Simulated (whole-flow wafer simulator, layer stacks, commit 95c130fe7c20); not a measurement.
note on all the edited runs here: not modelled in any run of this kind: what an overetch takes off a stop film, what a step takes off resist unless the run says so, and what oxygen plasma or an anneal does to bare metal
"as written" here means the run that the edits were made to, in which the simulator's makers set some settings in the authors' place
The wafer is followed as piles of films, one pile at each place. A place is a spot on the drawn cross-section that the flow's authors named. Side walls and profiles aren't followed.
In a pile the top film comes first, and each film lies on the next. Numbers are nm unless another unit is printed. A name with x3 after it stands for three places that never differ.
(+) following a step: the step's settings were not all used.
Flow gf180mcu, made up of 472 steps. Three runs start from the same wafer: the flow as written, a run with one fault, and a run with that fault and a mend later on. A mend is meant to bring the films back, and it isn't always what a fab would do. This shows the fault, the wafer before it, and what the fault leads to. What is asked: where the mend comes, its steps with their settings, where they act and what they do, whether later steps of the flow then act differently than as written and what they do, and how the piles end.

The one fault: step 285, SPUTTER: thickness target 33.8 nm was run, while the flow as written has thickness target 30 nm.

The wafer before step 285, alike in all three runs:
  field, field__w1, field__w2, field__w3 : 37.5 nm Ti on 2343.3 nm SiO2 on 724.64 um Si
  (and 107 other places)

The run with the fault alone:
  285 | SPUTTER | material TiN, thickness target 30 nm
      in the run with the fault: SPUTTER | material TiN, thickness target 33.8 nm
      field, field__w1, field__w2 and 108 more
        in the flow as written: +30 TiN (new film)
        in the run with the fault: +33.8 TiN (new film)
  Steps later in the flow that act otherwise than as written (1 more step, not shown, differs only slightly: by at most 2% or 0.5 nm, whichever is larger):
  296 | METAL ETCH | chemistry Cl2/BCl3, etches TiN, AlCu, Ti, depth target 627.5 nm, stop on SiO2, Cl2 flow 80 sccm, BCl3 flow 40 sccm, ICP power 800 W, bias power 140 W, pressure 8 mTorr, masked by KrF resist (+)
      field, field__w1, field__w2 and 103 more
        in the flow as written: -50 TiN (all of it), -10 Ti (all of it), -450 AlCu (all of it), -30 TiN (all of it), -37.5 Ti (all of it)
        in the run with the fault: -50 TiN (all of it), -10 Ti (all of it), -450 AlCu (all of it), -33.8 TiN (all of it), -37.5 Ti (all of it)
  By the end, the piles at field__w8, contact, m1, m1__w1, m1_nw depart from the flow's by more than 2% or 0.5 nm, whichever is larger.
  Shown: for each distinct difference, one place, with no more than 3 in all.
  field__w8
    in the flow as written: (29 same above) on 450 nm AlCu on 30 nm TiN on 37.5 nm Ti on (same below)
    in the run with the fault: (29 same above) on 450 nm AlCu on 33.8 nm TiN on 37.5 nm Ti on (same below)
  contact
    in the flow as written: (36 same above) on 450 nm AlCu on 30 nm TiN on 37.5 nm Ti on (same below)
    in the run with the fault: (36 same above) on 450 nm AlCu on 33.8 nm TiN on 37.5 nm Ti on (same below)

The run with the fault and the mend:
  After step 285 comes the mend.
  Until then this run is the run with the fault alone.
  285a | METAL ETCH | chemistry Cl2/BCl3, etches TiN, AlCu, Ti, depth target 3.8 nm, Cl2 flow 80 sccm, BCl3 flow 40 sccm, ICP power 800 W, bias power 140 W, pressure 8 mTorr (a further turn of the flow's step 260, with different settings)
      field, field__w1, field__w2 and 108 more
        -3.8 TiN
  Later steps of the flow that are run all act as written at every place that is followed.
  At every place that both follow, the piles at the end match the flow's.
